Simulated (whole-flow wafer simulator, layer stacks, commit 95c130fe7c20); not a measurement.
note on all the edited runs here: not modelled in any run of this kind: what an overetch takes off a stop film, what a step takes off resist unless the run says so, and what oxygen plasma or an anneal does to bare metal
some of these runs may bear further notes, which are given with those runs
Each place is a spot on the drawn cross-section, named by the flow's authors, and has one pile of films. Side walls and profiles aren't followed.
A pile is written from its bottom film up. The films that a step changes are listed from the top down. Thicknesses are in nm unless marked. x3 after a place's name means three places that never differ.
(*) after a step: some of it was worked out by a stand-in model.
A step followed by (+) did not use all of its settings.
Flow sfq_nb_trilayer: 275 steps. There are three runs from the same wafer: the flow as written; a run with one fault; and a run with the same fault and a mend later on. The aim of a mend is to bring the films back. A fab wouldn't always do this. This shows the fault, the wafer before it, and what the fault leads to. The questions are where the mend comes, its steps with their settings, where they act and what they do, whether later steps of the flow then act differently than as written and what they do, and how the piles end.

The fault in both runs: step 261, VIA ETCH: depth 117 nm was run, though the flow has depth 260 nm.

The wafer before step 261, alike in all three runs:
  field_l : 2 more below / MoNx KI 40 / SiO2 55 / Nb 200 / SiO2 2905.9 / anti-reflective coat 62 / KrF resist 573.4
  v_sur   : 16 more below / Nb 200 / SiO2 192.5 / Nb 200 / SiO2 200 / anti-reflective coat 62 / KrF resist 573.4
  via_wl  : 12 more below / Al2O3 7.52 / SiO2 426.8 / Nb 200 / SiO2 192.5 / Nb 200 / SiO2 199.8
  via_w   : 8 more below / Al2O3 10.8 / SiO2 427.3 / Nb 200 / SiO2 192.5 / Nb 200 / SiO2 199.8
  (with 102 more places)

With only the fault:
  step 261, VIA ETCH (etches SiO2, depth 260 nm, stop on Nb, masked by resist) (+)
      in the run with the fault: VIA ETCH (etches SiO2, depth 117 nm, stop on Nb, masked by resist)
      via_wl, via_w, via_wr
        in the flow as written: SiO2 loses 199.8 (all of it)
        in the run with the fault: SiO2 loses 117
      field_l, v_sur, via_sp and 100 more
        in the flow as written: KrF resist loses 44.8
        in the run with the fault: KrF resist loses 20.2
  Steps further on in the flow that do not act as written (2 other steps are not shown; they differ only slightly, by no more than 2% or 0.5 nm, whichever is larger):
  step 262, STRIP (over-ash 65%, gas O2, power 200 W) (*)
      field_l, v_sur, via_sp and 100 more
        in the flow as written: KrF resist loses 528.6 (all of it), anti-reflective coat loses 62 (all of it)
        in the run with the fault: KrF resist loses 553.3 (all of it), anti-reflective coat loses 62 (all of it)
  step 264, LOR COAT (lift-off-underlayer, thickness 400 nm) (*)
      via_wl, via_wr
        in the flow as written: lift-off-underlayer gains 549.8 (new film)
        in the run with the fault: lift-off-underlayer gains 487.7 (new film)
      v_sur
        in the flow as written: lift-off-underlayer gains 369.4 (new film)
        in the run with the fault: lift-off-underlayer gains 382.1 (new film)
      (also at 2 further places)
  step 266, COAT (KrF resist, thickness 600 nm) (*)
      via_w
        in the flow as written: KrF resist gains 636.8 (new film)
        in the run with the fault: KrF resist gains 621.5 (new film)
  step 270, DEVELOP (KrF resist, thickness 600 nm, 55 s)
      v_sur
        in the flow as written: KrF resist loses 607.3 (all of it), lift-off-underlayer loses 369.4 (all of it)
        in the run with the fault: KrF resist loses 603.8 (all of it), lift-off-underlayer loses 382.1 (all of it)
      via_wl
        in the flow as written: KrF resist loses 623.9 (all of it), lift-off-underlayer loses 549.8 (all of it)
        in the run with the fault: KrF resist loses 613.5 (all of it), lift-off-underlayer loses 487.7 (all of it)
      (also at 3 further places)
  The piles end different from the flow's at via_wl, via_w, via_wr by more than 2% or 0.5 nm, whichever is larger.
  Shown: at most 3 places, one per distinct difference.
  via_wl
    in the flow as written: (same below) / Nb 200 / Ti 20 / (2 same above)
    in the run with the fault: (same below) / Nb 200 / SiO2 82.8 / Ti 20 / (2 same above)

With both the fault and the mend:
  The mend follows step 261.
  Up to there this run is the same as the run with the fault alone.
  step 261a, VIA ETCH (etches SiO2, depth 143 nm, stop on Nb, masked by resist) (+) (the flow's step 261, run once more with other settings)
      field_l, v_sur, via_sp and 100 more
        KrF resist loses 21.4
      via_wl, via_w, via_wr
        SiO2 loses 82.8 (all of it)
  None of the later steps of the flow differs from how it acts as written, at any place that is followed, by more than 2% or 0.5 nm, whichever is larger.
  By the end, the piles equal the flow's at every place that both follow.
